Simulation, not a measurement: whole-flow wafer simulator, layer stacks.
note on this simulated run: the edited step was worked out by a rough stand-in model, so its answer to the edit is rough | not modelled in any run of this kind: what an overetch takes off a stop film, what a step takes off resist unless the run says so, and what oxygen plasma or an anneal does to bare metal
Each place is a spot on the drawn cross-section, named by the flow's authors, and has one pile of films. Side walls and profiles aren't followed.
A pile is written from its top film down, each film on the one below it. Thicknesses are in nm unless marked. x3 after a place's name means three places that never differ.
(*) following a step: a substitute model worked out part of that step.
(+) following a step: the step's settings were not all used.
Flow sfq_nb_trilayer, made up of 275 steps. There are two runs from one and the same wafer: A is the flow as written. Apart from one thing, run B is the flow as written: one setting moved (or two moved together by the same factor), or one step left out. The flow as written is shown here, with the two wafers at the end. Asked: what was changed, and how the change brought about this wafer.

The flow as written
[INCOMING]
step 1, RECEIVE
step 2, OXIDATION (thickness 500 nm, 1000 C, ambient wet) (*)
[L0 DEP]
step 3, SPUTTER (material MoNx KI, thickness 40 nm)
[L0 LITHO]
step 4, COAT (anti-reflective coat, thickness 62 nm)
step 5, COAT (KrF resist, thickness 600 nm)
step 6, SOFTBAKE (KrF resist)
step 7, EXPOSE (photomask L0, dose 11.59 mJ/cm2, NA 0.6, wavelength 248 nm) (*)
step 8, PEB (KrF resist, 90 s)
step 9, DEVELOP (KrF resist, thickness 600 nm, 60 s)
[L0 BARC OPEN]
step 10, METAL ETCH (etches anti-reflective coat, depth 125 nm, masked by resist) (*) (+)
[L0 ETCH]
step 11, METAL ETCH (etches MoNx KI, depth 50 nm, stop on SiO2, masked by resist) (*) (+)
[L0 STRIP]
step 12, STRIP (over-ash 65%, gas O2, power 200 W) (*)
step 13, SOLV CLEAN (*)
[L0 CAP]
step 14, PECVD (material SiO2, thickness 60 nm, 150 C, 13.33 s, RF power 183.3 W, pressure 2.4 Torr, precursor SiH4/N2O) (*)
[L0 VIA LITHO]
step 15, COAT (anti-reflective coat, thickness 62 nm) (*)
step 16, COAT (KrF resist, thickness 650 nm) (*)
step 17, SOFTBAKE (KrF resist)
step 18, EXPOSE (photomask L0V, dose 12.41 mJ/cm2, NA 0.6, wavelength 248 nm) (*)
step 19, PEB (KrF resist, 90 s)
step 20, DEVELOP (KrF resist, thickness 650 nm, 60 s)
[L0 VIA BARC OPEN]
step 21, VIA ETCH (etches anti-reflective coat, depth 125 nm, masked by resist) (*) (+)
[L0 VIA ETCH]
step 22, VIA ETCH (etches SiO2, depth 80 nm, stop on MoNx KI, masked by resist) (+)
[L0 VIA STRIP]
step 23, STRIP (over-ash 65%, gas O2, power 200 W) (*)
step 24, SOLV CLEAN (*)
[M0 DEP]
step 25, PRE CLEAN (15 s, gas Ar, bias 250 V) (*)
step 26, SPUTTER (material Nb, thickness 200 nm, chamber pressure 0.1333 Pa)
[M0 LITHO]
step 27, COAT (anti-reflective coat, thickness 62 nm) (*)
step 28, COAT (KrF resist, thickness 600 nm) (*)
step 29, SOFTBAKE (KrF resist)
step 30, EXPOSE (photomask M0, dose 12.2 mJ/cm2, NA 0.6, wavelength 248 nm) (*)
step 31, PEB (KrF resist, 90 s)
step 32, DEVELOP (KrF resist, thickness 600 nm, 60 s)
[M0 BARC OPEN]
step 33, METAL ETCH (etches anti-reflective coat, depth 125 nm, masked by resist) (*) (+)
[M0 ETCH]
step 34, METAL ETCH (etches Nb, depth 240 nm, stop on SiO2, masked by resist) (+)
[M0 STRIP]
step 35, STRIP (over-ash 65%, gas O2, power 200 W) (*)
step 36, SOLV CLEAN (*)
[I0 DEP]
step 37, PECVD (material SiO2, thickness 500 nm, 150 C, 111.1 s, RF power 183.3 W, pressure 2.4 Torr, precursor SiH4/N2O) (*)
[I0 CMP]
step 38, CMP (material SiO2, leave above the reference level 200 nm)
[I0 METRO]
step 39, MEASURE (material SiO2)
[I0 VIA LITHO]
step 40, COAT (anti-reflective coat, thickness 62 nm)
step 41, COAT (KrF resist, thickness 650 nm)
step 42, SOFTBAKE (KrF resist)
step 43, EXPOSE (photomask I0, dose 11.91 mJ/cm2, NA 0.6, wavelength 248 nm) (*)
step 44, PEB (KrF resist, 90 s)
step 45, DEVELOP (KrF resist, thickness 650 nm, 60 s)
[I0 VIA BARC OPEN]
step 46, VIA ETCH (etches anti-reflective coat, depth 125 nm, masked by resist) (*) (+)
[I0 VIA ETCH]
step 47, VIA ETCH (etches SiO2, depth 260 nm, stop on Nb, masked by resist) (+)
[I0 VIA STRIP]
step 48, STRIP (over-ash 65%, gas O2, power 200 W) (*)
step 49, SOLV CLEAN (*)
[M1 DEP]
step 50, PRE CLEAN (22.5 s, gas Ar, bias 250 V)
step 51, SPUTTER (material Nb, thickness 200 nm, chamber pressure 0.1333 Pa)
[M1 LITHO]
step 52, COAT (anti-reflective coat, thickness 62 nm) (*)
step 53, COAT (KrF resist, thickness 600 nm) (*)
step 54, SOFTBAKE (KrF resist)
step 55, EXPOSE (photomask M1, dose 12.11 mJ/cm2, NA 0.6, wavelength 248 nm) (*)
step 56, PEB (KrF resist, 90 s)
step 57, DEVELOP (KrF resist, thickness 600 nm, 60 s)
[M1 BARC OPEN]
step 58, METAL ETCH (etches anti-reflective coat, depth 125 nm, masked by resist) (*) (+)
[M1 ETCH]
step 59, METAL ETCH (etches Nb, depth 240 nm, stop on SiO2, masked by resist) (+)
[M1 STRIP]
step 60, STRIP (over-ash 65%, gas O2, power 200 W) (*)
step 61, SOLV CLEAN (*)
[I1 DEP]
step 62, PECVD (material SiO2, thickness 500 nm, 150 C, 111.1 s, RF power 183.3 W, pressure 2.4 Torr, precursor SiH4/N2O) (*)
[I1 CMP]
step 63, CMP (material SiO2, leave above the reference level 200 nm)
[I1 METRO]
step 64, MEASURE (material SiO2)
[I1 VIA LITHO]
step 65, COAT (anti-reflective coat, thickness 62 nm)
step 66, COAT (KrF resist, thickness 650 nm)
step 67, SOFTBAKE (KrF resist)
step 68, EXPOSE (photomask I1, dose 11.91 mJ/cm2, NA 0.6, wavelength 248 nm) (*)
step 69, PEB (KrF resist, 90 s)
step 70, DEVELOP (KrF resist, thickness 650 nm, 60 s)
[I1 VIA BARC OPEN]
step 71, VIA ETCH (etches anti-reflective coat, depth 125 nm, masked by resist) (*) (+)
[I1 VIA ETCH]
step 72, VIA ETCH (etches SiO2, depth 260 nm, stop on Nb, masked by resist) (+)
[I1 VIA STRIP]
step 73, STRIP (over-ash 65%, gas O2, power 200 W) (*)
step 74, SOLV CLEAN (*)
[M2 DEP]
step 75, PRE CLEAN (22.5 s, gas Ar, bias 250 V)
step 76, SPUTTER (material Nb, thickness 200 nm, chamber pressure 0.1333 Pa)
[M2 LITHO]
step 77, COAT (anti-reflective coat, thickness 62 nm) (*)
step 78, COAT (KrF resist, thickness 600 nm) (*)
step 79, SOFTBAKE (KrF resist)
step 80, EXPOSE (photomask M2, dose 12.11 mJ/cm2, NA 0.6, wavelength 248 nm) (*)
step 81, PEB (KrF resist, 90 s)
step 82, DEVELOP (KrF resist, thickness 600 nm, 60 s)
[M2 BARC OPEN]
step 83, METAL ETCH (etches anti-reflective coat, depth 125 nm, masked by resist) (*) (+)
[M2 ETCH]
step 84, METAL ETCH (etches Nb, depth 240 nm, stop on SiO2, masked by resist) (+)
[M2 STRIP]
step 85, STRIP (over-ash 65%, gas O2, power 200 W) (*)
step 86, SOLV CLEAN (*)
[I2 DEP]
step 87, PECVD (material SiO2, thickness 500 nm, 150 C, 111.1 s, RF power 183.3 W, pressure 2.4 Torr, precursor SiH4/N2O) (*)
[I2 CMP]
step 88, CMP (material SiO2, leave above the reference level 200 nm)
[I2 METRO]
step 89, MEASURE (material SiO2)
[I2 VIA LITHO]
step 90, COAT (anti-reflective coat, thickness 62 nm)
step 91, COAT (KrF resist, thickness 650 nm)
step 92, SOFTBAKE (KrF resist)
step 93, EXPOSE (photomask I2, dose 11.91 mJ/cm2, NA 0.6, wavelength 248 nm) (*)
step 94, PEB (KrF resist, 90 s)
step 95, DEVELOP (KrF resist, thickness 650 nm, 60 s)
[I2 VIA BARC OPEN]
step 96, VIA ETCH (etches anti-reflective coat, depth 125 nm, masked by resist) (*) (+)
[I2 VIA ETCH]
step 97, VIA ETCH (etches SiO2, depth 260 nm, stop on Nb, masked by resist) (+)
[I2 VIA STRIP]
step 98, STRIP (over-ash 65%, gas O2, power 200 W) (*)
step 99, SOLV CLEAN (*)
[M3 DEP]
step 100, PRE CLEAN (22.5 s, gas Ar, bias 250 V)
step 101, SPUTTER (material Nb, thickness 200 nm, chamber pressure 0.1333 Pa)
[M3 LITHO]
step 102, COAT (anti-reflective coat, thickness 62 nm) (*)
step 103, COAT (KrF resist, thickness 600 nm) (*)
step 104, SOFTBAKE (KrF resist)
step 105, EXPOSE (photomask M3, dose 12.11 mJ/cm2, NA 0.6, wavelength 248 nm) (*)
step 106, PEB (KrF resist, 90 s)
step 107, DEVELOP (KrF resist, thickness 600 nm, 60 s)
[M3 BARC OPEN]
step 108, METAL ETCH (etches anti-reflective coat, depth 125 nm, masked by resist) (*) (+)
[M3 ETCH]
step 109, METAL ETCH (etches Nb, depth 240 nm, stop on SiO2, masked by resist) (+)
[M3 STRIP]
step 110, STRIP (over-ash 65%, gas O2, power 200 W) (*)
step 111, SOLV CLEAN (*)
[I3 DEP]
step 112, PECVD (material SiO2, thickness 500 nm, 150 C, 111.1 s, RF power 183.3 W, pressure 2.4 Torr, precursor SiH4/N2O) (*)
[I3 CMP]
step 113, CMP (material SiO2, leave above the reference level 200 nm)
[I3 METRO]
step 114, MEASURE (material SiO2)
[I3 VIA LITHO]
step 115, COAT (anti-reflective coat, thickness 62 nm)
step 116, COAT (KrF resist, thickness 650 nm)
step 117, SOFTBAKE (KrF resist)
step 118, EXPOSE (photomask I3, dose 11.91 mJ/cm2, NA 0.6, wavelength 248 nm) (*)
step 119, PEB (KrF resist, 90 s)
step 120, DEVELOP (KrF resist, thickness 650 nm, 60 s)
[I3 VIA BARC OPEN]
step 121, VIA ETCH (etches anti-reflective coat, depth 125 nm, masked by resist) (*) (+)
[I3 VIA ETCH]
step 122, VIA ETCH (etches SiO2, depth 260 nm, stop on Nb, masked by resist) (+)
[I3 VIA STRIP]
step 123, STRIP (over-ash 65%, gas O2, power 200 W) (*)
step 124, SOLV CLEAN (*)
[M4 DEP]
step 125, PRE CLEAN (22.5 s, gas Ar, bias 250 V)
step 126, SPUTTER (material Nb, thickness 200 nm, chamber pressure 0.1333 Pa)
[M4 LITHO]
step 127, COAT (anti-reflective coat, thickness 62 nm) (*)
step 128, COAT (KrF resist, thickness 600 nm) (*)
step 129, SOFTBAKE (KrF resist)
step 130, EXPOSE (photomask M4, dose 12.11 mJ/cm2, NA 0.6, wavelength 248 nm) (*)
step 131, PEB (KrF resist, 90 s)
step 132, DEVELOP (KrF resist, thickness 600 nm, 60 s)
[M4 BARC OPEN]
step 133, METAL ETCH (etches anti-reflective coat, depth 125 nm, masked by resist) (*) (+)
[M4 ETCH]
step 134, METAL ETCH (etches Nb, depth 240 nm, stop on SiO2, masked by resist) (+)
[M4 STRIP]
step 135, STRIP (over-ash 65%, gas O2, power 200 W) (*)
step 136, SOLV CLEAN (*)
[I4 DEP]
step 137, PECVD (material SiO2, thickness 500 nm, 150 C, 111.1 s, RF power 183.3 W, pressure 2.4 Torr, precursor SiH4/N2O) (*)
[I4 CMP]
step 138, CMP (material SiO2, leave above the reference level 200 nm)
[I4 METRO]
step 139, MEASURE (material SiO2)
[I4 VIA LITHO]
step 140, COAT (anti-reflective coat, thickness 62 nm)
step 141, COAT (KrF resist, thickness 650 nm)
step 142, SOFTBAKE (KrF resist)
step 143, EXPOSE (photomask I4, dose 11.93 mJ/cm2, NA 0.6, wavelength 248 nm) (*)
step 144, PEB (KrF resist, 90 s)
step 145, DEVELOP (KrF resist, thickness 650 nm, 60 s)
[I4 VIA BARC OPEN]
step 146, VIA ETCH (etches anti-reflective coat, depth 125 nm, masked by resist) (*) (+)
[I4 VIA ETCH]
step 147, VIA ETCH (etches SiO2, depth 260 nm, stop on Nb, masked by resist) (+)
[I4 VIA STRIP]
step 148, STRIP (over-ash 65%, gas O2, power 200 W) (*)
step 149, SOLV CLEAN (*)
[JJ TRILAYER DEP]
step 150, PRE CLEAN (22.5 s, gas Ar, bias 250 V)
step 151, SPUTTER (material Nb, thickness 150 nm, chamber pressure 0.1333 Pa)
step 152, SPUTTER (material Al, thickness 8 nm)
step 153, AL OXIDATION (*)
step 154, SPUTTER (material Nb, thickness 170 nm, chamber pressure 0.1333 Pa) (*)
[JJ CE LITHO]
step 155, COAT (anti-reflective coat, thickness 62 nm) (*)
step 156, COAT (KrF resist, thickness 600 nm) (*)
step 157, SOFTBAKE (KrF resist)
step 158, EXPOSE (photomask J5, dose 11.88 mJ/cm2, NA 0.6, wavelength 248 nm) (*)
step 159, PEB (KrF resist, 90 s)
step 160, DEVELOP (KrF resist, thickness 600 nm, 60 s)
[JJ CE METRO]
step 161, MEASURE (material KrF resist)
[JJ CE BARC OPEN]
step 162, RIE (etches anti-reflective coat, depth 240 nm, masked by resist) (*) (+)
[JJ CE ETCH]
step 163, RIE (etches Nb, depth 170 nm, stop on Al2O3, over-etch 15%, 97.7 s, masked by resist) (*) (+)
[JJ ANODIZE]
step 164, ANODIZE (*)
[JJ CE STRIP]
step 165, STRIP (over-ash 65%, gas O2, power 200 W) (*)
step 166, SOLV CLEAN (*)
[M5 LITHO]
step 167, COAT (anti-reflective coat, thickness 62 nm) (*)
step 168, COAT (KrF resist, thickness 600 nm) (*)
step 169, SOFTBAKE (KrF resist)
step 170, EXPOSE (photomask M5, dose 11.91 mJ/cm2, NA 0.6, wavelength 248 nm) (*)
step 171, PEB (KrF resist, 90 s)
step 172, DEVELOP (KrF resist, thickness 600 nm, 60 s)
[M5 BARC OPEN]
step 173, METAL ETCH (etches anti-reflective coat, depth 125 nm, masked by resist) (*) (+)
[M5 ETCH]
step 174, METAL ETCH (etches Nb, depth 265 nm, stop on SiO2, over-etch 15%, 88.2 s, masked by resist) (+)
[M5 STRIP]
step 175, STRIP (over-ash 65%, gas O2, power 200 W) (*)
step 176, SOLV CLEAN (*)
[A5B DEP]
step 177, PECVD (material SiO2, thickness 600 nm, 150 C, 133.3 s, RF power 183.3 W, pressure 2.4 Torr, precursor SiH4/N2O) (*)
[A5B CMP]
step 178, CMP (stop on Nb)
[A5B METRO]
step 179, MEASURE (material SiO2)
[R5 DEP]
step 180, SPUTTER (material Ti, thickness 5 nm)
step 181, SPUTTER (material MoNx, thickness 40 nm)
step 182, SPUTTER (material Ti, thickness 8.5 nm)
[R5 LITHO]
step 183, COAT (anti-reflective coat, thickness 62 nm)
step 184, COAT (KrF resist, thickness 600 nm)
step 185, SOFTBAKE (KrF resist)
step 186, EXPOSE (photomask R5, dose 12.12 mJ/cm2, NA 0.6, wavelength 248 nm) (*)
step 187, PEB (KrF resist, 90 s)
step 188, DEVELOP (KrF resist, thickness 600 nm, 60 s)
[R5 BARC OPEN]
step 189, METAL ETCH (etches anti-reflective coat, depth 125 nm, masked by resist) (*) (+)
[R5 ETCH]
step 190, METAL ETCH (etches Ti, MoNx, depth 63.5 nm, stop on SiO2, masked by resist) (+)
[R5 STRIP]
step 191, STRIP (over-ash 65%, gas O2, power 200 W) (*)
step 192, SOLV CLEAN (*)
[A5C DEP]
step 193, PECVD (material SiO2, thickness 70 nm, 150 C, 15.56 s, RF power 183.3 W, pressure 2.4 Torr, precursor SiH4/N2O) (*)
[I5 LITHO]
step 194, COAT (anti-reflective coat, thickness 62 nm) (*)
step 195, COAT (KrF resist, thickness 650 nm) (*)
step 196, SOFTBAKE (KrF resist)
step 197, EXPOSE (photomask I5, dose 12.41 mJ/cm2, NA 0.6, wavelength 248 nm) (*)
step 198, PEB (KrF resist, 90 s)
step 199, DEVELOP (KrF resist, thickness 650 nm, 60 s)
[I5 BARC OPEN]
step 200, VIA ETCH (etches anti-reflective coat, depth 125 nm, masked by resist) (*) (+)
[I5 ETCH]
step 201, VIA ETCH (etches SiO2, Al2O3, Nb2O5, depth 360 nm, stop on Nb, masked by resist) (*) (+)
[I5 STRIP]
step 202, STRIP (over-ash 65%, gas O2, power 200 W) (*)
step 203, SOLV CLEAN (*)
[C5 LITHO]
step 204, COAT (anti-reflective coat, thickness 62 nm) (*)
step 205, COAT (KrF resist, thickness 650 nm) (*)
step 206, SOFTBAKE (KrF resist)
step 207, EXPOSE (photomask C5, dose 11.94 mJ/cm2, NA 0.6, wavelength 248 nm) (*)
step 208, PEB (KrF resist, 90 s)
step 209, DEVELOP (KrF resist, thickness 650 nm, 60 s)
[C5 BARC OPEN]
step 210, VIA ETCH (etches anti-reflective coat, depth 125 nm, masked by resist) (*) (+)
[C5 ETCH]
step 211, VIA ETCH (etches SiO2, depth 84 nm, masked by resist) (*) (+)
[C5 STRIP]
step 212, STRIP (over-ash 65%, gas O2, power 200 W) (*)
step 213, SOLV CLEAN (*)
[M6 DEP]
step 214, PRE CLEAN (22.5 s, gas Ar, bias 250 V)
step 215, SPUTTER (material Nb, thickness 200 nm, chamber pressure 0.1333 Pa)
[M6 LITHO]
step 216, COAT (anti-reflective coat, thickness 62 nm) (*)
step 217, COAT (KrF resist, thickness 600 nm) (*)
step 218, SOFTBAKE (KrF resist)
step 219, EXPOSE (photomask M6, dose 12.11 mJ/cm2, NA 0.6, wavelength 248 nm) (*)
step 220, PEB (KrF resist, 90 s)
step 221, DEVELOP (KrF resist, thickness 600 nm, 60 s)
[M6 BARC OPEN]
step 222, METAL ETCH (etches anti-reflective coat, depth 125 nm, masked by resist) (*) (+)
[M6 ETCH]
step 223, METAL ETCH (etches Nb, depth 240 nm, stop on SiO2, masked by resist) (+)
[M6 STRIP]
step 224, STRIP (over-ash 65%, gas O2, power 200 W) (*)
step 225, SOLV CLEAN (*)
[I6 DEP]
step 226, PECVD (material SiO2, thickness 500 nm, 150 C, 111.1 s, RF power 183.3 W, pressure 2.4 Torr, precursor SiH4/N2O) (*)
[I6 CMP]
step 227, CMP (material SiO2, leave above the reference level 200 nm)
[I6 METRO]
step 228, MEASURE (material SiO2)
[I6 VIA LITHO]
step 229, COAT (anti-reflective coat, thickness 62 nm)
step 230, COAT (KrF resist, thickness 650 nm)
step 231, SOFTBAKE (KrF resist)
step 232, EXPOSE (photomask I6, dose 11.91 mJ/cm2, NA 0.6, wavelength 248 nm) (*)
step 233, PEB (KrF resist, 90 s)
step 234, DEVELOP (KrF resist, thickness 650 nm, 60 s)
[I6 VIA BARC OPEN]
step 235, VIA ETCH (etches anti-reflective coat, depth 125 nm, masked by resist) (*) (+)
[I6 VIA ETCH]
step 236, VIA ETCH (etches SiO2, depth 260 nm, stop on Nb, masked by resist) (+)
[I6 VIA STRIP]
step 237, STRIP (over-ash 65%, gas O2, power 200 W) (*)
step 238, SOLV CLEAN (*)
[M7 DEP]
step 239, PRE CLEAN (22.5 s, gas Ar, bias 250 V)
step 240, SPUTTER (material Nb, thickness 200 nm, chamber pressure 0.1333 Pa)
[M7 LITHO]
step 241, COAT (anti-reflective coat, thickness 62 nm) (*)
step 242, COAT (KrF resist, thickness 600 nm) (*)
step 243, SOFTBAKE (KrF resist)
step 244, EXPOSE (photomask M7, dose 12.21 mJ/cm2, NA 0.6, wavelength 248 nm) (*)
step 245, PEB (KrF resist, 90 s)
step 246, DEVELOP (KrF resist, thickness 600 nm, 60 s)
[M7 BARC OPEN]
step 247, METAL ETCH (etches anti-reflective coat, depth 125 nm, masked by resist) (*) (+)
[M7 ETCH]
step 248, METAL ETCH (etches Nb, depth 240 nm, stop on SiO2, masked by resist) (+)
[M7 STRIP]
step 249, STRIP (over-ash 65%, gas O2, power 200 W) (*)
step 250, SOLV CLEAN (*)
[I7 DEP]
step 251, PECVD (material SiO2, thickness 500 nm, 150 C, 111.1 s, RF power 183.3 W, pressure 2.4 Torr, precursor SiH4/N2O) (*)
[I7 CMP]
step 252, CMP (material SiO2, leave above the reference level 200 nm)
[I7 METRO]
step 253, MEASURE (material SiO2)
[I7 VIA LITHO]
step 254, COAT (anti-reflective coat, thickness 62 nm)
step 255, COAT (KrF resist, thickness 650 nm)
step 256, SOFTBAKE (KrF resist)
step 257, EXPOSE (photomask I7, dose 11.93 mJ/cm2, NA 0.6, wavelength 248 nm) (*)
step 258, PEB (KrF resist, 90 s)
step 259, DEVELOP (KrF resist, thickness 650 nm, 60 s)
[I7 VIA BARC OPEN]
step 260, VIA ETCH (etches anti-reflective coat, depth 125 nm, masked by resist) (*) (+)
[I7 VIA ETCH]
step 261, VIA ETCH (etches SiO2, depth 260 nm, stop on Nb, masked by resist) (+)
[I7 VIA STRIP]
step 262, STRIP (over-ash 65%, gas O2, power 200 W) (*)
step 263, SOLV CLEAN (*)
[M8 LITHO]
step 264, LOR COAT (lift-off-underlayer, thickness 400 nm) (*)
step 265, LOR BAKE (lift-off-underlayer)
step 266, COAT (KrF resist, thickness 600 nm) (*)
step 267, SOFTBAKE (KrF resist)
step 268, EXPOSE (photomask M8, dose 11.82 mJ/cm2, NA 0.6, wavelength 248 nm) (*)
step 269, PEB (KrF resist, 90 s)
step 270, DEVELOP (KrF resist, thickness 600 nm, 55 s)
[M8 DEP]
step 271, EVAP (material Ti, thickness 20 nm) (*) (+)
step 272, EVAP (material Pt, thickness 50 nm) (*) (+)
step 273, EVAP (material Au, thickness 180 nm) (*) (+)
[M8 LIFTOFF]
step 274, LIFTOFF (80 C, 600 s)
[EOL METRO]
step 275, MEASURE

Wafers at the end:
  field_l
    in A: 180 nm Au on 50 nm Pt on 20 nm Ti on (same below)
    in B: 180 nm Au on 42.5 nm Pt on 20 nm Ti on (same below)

What caused this: step 272, EVAP: thickness 42.5 nm was run, though the flow has thickness 50 nm.
The wafer lets one read it off: field_l has Pt 42.5, and step 272 as written asks for 50 nm.

The path from the change to this, step by step:
  step 272, EVAP (material Pt, thickness 50 nm) (*) (+)
      field_l, v_sur, via_wl and 103 more: A +50 Pt (new film) | B +42.5 Pt (new film)
  step 274, LIFTOFF (80 C, 600 s)
      p4_fl, p4_fm, p4_w1 and 71 more: A -180 Au (all of it), -50 Pt (all of it), -20 Ti (all of it), -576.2 KrF resist (all of it), -400 lift-off-underlayer (all of it) | B -180 Au (all of it), -42.5 Pt (all of it), -20 Ti (all of it), -576.2 KrF resist (all of it), -400 lift-off-underlayer (all of it)
      c5j, ce_r: A -180 Au (all of it), -50 Pt (all of it), -20 Ti (all of it), -573.3 KrF resist (all of it), -399.3 lift-off-underlayer (all of it) | B -180 Au (all of it), -42.5 Pt (all of it), -20 Ti (all of it), -573.3 KrF resist (all of it), -399.3 lift-off-underlayer (all of it)
      (also at 19 further places)
